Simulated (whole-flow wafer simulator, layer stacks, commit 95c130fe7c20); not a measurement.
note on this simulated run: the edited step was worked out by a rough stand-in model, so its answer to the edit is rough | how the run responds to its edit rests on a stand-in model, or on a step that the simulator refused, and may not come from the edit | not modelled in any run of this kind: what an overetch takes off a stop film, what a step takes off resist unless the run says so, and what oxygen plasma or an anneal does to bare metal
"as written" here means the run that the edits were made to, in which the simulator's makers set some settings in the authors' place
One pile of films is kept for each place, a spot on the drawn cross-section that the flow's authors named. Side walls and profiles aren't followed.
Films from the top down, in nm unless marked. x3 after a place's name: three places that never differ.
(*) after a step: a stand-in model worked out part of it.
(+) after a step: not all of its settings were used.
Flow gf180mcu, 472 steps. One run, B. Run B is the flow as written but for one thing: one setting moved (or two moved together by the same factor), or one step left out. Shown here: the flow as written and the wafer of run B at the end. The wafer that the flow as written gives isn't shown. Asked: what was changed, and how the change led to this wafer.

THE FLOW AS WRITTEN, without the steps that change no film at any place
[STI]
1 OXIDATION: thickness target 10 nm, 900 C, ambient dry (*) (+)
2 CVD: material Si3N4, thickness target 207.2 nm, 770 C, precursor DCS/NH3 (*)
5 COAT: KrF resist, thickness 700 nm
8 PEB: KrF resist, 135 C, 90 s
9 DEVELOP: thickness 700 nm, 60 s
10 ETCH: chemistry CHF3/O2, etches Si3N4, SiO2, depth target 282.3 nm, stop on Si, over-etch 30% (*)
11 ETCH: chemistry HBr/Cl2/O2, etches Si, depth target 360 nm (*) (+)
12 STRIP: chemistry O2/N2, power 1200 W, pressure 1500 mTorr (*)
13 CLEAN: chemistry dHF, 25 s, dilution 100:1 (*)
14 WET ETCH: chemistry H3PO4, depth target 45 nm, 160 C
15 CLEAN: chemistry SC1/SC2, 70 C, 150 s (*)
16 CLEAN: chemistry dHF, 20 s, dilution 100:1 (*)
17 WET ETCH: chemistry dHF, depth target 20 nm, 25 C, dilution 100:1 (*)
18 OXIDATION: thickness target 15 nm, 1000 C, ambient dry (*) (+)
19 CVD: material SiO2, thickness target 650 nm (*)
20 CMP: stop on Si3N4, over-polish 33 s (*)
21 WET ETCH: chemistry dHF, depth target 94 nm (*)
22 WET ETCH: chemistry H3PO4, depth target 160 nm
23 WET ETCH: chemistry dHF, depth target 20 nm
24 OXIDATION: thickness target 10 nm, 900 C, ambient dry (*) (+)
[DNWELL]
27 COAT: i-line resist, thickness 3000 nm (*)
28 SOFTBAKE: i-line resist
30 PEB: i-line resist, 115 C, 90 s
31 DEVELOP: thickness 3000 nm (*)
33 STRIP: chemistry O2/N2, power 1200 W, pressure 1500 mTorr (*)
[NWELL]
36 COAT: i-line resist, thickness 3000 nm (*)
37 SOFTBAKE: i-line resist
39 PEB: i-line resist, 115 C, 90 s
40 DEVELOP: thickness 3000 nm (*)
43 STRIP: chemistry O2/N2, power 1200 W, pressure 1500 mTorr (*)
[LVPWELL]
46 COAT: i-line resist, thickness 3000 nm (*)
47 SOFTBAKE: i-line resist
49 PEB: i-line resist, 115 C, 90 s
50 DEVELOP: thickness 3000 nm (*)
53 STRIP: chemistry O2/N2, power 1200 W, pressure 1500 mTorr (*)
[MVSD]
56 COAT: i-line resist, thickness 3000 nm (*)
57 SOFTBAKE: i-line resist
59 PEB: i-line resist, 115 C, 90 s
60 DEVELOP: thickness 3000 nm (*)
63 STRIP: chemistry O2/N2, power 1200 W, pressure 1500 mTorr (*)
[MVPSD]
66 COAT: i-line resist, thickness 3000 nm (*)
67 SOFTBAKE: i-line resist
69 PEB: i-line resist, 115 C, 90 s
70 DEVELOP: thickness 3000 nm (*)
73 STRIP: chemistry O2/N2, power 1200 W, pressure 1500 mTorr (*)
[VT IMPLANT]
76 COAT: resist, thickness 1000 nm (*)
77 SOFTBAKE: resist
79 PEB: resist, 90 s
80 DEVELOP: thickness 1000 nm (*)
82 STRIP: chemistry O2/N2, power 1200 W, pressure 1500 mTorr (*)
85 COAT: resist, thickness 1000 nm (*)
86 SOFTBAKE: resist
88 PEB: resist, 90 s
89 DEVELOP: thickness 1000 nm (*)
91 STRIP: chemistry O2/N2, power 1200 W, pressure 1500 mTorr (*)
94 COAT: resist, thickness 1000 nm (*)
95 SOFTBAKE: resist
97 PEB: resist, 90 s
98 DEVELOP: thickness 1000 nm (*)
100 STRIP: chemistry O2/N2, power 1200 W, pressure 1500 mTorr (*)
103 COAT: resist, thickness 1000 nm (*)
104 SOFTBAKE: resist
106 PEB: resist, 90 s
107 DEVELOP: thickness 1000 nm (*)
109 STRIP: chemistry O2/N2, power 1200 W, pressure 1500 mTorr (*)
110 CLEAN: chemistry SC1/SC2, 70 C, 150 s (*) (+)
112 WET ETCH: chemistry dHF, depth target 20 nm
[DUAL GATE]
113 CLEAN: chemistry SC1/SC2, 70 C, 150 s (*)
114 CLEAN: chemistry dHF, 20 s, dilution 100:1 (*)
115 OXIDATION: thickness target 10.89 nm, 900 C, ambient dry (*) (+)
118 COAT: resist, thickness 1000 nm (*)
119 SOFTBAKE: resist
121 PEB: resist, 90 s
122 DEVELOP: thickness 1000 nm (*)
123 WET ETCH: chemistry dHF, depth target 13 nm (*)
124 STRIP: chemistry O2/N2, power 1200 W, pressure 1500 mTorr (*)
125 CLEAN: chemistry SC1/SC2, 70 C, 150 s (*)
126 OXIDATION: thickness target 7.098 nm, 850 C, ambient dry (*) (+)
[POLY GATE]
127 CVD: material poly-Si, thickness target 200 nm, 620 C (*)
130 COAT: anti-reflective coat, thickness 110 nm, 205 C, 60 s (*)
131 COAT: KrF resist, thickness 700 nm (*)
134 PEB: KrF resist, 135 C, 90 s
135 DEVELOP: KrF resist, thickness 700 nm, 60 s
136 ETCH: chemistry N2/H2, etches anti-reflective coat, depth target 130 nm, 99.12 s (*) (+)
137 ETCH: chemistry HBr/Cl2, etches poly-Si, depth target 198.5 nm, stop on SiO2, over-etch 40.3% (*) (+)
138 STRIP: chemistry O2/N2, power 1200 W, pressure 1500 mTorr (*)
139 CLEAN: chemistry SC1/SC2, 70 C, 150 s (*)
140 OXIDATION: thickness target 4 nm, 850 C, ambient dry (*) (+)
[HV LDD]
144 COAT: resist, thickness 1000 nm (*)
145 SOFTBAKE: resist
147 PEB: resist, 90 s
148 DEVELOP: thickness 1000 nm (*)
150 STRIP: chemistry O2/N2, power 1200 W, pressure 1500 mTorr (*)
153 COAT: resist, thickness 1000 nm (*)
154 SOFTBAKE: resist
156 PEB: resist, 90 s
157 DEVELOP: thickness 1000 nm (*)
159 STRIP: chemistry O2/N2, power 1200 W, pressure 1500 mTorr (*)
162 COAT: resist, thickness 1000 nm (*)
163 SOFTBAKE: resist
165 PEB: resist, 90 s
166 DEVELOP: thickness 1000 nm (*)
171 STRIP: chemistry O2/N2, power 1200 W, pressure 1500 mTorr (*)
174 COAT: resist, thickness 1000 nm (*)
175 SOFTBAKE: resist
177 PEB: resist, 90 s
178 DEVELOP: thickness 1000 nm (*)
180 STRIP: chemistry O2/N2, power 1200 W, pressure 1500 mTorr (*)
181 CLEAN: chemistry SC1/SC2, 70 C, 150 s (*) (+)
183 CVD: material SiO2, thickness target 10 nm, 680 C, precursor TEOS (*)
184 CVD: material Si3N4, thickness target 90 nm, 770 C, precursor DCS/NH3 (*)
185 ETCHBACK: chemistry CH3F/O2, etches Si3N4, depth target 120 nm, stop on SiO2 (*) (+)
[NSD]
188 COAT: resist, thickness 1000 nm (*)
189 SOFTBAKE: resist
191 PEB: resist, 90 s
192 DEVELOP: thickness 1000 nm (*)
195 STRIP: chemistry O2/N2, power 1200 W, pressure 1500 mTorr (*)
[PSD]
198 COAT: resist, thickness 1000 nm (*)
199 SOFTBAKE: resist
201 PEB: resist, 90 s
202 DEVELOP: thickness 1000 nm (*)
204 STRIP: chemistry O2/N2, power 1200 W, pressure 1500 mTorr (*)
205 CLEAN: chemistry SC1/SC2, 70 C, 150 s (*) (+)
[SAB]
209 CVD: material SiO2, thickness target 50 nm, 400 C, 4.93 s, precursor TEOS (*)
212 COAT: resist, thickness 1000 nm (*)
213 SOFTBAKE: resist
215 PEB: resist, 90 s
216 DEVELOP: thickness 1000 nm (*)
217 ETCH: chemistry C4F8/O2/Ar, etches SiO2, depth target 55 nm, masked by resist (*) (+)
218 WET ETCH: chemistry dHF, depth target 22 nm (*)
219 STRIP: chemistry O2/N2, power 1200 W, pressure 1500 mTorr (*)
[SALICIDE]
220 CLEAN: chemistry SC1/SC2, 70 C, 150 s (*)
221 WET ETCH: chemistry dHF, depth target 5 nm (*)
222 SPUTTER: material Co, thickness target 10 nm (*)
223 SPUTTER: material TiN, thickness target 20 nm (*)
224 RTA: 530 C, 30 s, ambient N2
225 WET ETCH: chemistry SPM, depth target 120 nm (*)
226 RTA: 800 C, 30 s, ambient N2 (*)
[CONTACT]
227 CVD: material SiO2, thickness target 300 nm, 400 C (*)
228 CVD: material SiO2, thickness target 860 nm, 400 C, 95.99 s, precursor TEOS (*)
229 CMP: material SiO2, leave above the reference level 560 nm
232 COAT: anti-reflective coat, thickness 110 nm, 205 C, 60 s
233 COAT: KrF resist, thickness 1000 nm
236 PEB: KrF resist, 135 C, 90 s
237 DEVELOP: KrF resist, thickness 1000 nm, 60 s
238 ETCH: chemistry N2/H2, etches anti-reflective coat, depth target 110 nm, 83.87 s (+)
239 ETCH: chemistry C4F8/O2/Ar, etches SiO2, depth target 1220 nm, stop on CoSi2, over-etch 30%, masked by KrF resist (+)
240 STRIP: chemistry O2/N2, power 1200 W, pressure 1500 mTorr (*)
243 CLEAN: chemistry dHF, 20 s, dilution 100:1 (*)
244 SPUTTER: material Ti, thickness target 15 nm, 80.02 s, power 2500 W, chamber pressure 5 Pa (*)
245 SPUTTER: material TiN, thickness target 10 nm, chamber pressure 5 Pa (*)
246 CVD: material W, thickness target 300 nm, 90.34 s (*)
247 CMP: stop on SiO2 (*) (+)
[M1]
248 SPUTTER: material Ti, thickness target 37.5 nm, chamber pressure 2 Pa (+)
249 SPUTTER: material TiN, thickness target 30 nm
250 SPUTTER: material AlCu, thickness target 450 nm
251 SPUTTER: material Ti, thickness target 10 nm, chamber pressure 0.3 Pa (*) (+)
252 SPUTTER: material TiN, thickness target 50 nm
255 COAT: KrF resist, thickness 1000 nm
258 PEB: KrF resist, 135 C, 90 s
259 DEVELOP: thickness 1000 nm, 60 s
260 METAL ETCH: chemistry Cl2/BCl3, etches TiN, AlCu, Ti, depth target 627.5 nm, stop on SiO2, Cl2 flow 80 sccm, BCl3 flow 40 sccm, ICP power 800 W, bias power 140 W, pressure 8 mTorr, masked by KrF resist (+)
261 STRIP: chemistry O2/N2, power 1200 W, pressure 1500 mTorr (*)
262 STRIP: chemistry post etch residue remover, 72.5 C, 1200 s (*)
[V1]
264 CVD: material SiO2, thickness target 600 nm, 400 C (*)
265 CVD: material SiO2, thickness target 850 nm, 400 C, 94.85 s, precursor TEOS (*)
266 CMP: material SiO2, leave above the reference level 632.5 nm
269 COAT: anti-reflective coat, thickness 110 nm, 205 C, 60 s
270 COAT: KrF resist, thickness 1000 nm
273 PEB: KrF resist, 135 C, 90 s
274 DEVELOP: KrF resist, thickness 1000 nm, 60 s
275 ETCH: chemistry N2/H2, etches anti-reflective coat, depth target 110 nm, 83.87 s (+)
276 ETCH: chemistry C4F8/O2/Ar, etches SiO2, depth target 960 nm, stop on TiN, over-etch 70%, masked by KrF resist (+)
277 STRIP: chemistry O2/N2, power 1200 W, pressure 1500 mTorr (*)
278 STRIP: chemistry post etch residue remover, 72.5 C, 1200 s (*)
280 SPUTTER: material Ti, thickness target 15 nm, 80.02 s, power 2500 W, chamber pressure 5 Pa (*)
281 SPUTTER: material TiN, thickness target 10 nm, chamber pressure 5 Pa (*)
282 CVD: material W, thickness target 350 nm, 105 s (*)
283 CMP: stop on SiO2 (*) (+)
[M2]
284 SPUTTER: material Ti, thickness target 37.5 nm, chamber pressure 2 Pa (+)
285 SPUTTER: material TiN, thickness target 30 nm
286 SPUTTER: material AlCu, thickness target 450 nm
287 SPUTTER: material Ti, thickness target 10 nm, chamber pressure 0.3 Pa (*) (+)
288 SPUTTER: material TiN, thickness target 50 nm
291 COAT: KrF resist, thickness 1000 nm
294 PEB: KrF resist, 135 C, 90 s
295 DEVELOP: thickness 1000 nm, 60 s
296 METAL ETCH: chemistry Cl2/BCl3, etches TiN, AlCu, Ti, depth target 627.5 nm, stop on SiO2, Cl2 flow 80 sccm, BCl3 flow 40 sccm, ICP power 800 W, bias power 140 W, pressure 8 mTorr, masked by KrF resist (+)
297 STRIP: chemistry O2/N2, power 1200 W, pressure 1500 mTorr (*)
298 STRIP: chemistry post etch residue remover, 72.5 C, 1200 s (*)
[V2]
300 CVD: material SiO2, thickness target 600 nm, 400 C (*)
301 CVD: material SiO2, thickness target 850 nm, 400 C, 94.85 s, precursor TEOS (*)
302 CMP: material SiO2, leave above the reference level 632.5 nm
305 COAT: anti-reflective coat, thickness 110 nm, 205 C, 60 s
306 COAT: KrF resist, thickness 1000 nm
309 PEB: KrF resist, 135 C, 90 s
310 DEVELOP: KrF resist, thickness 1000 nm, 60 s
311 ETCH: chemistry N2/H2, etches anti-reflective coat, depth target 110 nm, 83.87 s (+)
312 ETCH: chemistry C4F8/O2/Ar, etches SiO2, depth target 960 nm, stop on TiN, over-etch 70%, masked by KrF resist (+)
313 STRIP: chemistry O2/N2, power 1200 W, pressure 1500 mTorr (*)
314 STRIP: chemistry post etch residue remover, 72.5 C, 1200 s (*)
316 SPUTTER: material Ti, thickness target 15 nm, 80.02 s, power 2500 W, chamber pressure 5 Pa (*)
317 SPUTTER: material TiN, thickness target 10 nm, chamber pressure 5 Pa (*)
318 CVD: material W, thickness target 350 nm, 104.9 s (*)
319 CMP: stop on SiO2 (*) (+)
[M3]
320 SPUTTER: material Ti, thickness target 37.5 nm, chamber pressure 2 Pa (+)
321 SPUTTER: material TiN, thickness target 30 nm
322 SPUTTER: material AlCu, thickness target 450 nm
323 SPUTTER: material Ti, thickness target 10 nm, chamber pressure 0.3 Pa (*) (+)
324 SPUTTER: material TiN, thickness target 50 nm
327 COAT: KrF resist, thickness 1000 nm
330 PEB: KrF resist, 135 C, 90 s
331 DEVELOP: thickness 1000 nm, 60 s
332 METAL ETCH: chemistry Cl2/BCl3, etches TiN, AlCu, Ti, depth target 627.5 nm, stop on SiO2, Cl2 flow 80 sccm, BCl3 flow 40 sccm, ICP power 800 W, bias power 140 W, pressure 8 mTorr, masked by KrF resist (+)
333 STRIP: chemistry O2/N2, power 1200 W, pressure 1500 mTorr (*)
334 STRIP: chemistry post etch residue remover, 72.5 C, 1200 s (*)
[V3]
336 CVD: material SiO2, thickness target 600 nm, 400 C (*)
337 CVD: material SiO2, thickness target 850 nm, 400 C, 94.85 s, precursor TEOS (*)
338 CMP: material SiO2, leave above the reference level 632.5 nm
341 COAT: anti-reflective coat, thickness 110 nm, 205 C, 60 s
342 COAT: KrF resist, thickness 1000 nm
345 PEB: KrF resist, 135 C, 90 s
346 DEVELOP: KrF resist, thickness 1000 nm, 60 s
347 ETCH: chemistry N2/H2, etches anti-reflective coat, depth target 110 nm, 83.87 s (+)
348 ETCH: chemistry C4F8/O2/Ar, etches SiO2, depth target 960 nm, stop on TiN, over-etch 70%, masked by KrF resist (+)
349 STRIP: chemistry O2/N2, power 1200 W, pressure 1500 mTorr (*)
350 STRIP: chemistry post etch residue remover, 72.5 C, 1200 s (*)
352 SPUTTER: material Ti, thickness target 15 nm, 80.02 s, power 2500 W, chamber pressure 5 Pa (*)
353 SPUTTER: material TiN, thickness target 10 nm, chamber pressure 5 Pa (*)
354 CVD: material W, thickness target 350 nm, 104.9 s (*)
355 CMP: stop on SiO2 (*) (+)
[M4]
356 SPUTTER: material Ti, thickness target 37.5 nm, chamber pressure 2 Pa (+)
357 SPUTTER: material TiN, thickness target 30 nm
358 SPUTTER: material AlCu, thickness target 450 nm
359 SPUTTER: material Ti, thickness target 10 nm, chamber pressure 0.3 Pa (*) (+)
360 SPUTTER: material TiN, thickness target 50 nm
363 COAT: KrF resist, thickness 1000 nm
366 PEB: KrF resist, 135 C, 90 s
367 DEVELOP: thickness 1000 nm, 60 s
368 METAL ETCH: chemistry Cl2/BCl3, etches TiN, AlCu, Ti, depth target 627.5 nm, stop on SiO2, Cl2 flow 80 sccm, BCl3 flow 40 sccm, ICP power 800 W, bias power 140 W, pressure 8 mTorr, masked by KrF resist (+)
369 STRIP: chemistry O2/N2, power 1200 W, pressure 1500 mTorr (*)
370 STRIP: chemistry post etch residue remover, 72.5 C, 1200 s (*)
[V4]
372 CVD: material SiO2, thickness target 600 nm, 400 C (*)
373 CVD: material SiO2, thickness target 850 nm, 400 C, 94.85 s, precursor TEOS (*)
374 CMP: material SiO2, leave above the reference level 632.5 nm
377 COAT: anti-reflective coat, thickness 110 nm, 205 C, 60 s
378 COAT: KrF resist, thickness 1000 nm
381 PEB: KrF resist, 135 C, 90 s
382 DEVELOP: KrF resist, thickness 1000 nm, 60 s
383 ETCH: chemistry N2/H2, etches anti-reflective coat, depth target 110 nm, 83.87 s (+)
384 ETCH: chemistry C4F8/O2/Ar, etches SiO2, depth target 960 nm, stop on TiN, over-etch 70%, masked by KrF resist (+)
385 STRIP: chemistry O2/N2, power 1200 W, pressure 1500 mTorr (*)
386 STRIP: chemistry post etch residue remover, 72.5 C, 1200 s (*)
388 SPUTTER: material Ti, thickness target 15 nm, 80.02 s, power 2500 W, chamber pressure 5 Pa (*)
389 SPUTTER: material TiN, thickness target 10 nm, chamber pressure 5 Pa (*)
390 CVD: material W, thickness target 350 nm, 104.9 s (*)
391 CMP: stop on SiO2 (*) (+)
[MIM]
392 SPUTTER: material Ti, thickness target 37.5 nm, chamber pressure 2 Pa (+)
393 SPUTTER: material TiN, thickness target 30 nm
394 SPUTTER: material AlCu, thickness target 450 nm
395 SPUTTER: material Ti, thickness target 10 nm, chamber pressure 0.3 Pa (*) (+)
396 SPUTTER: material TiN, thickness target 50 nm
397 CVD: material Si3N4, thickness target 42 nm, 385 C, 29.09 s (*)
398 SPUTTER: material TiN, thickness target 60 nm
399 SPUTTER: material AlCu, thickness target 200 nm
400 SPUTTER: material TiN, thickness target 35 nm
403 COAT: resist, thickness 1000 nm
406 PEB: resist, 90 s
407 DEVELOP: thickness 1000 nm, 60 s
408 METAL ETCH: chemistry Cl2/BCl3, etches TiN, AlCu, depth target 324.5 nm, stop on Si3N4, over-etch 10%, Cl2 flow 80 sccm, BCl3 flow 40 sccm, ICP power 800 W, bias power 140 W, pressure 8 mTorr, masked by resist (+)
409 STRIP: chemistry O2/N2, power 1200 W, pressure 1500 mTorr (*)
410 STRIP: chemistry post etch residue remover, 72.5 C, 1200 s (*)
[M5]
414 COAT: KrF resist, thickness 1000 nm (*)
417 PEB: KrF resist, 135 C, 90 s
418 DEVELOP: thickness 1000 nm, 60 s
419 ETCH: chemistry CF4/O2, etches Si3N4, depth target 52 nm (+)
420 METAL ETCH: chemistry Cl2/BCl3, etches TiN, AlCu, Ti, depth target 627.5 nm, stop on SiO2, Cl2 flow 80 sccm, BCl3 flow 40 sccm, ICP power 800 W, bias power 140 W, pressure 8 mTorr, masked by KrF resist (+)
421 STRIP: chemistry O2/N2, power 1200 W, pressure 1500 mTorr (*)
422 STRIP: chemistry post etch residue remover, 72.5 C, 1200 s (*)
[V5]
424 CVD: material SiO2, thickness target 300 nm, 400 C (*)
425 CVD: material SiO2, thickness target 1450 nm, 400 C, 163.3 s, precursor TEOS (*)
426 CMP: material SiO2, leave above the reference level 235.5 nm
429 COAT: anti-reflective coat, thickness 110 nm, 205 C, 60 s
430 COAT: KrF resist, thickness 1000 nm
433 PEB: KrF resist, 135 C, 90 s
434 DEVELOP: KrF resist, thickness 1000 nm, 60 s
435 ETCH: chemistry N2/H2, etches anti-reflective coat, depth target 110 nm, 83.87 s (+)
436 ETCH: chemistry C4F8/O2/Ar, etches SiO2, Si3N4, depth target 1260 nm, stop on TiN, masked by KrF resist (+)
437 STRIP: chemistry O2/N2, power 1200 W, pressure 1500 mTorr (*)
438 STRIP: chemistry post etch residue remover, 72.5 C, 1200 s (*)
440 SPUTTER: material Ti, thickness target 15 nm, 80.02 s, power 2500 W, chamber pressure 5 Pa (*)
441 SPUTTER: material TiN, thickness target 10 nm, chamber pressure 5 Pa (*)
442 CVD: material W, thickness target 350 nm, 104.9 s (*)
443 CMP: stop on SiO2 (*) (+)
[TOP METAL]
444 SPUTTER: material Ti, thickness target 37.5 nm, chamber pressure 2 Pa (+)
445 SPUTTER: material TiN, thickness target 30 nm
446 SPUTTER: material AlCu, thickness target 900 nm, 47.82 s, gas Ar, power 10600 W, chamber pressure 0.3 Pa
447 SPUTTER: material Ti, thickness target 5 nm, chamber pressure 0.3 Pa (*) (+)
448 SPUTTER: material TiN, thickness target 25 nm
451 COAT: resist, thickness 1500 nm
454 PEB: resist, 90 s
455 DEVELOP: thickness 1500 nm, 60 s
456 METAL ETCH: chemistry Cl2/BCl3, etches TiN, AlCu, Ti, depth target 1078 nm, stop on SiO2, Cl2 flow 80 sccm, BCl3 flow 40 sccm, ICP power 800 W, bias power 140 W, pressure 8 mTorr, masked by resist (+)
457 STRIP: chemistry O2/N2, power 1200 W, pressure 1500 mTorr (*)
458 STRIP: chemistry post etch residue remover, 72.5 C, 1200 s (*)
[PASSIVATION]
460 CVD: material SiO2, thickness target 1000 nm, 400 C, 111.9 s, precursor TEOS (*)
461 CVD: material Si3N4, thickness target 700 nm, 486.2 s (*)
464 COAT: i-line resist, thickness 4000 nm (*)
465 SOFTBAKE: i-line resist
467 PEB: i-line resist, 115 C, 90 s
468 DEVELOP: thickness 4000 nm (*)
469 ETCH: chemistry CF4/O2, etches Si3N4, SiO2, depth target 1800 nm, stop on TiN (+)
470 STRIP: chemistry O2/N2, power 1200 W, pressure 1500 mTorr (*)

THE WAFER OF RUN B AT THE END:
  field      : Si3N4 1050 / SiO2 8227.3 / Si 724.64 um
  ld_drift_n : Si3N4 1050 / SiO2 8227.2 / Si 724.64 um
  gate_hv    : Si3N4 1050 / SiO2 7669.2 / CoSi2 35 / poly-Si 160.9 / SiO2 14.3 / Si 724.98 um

The cause: step 461, CVD: thickness target 1050 nm was run, where the flow has thickness target 700 nm; step 469, ETCH: depth target 2700 nm was run, where the flow has depth target 1800 nm.
It can be read off the wafer: field has Si3N4 1050, and step 461 as written asks for 700 nm.

How the change led to this, step by step:
  461 CVD: material Si3N4, thickness target 700 nm, 486.2 s (*)
      field, field__w1, field__w2 and 109 more: Si3N4 +1050 (new film) (as written it would be: Si3N4 +700 (new film))
  465 SOFTBAKE: i-line resist
      gate: i-line resist +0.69 (as written it would be: i-line resist -0.48)
      field__w5, field__w9: i-line resist +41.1 (as written it would be: i-line resist +37.3)
      (and at 56 more places)
  469 ETCH: chemistry CF4/O2, etches Si3N4, SiO2, depth target 1800 nm, stop on TiN (+)
      field, field__w1, field__w2 and 108 more: i-line resist -1800 (as written it would be: i-line resist -1200)
      pad: Si3N4 -1050 (all of it), SiO2 -1000 (all of it) (as written it would be: Si3N4 -700 (all of it), SiO2 -1000 (all of it))
  470 STRIP: chemistry O2/N2, power 1200 W, pressure 1500 mTorr (*)
      iso_ptap_pw, iso_ntap_nw, iso_nw_fld and 33 more: i-line resist -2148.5 (all of it) (as written it would be: i-line resist -2748.5 (all of it))
      field__w7, field__w11, field__w13, mim, ppoly_u, npoly_sal: i-line resist -2208.2 (all of it) (as written it would be: i-line resist -2802.7 (all of it))
      (and at 69 more places)
